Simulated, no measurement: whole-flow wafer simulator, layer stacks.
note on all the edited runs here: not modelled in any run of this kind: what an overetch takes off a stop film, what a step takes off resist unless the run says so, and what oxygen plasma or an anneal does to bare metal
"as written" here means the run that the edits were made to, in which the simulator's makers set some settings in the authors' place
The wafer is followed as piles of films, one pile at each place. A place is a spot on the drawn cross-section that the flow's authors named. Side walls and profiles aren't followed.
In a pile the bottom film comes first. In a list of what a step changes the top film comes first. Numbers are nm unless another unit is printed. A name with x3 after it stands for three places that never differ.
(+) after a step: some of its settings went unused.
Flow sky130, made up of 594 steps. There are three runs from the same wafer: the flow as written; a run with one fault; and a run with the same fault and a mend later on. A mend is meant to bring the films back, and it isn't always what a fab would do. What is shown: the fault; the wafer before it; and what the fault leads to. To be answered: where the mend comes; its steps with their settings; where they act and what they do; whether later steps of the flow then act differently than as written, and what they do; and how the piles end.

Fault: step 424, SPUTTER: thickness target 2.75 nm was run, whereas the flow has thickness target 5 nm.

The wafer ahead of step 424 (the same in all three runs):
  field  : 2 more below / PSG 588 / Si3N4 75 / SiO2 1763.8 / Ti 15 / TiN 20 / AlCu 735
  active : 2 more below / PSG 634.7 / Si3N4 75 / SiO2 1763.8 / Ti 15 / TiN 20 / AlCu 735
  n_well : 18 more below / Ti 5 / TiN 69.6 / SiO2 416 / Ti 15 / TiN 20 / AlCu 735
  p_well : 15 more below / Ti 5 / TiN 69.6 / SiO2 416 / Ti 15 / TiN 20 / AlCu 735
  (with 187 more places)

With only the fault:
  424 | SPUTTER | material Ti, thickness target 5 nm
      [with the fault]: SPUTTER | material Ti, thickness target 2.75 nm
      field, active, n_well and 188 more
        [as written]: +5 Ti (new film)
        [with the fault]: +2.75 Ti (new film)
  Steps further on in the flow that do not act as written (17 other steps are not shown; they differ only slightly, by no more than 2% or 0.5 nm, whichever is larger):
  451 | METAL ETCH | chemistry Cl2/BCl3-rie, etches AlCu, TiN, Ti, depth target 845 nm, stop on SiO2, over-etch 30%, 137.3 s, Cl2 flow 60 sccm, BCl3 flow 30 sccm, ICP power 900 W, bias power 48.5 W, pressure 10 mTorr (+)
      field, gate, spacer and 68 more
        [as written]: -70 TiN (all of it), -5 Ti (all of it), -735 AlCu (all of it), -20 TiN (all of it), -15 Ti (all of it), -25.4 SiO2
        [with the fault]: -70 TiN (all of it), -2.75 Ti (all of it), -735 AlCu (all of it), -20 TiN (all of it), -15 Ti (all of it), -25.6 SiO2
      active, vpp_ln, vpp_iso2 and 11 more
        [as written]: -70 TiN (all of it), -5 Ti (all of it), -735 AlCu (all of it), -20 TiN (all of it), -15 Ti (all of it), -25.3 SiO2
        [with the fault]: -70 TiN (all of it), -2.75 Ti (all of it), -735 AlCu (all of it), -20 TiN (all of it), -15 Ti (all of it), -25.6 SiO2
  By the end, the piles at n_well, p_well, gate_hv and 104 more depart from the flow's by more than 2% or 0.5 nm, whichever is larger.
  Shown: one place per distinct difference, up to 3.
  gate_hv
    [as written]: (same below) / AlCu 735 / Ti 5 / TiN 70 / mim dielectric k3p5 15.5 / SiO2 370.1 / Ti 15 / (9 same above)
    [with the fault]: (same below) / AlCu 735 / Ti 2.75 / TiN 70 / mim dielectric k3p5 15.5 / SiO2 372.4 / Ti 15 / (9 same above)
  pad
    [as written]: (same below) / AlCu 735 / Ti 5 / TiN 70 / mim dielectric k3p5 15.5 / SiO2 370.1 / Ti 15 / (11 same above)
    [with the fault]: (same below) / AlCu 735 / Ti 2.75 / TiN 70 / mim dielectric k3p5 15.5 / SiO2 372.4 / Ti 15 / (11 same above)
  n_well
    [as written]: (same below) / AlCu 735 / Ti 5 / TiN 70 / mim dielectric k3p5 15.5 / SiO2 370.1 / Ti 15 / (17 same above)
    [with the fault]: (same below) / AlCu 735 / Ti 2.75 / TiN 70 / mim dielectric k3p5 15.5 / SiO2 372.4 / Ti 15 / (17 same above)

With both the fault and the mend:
  The mend follows step 424.
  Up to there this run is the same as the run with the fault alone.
  424a | SPUTTER | material Ti, thickness target 2.25 nm (the flow's step 424, run once more with other settings)
      field, active, n_well and 188 more
        +2.25 Ti
  Every later step of the flow that is run acts as written at every place that is followed.
  The piles end the same as the flow's at every place that both follow.
